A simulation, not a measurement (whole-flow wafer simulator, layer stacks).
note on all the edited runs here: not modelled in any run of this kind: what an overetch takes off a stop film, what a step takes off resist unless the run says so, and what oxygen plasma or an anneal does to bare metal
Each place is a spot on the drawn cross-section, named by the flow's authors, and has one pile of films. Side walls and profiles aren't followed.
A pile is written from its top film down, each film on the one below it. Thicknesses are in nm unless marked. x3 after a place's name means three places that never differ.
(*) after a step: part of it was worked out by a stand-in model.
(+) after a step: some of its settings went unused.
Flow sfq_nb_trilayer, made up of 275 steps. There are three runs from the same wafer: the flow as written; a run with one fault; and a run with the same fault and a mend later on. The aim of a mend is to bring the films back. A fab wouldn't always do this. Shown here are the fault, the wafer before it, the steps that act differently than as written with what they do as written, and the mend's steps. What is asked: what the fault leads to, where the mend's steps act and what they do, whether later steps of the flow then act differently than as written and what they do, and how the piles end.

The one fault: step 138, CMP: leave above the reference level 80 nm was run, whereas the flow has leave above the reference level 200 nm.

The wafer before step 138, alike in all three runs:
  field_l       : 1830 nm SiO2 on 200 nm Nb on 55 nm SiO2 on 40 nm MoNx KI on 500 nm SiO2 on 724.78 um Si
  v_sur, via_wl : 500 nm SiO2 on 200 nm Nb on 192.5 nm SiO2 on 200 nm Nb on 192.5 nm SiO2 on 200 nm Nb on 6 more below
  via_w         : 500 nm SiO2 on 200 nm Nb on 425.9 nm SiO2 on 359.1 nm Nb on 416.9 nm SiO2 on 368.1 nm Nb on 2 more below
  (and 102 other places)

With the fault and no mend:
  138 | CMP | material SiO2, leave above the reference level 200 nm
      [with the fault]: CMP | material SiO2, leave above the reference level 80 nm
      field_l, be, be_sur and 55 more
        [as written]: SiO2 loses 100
        [with the fault]: SiO2 loses 220
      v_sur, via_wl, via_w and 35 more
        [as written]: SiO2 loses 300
        [with the fault]: SiO2 loses 420
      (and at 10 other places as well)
  Steps later in the flow that act otherwise than as written (not shown: 5 more steps that differ only slightly, by at most 2% or 0.5 nm, whichever is larger):
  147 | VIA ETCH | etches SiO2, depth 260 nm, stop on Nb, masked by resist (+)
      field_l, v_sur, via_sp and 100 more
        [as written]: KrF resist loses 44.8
        [with the fault]: KrF resist loses 20.6
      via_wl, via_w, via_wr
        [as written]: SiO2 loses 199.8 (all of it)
        [with the fault]: SiO2 loses 79.8 (all of it)
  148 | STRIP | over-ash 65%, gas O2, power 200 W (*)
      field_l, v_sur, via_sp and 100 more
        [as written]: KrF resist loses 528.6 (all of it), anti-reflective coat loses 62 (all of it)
        [with the fault]: KrF resist loses 552.8 (all of it), anti-reflective coat loses 62 (all of it)
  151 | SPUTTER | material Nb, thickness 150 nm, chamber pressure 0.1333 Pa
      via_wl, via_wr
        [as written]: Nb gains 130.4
        [with the fault]: Nb gains 133.8
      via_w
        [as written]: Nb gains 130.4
        [with the fault]: Nb gains 149.4
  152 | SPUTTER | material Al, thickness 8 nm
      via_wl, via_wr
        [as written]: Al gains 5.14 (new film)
        [with the fault]: Al gains 6.48 (new film)
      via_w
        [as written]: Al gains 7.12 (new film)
        [with the fault]: Al gains 7.94 (new film)
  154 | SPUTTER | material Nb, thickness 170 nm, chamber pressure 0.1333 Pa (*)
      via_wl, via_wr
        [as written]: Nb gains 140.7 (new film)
        [with the fault]: Nb gains 133.7 (new film)
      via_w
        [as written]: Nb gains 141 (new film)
        [with the fault]: Nb gains 169.3 (new film)
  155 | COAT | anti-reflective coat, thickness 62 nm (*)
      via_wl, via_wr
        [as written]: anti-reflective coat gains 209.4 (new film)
        [with the fault]: anti-reflective coat gains 157.7 (new film)
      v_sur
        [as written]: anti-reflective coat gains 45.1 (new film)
        [with the fault]: anti-reflective coat gains 52.2 (new film)
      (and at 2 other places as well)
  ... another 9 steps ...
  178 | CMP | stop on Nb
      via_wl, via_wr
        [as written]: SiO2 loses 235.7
        [with the fault]: SiO2 loses 369.2
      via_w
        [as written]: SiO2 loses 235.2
        [with the fault]: SiO2 loses 373.9
  By the end, the piles at field_l, v_sur, via_wl and 103 more depart from the flow's by more than 2% or 0.5 nm, whichever is larger.
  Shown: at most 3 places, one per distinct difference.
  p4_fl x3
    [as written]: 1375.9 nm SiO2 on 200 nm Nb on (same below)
    [with the fault]: 1255.9 nm SiO2 on 200 nm Nb on (same below)
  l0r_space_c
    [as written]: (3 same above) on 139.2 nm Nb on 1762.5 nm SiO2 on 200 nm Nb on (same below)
    [with the fault]: (3 same above) on 139.2 nm Nb on 1642.5 nm SiO2 on 200 nm Nb on (same below)
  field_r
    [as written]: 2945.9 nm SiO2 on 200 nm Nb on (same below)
    [with the fault]: 2825.9 nm SiO2 on 200 nm Nb on (same below)

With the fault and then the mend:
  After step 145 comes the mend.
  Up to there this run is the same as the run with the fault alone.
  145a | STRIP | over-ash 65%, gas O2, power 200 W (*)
      field_l, v_sur, via_sp and 100 more
        KrF resist loses 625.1 (all of it), anti-reflective coat loses 62 (all of it)
      via_wl, via_w, via_wr
        anti-reflective coat loses 62 (all of it)
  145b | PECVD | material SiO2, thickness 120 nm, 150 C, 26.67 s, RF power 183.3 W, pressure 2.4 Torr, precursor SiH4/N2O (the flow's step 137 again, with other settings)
      field_l, v_sur, via_wl and 103 more
        SiO2 gains 120
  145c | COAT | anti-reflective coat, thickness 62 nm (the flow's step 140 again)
      field_l, v_sur, via_wl and 103 more
        anti-reflective coat gains 62 (new film)
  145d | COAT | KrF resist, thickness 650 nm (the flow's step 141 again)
      field_l, v_sur, via_wl and 103 more
        KrF resist gains 650 (new film)
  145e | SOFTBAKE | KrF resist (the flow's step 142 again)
      alters no film at any place that is followed
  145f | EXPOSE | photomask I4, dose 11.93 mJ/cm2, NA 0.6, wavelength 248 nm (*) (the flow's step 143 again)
      alters no film at any place that is followed
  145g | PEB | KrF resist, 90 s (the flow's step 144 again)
      field_l, v_sur, via_wl and 103 more
        KrF resist loses 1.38
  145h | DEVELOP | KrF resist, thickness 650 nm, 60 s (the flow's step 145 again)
      field_l, v_sur, via_sp and 100 more
        KrF resist loses 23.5
      via_wl, via_w, via_wr
        KrF resist loses 648.6 (all of it)
  Later steps of the flow that are run all act as written at every place that is followed.
  By the end, the piles equal the flow's at every place that both follow.
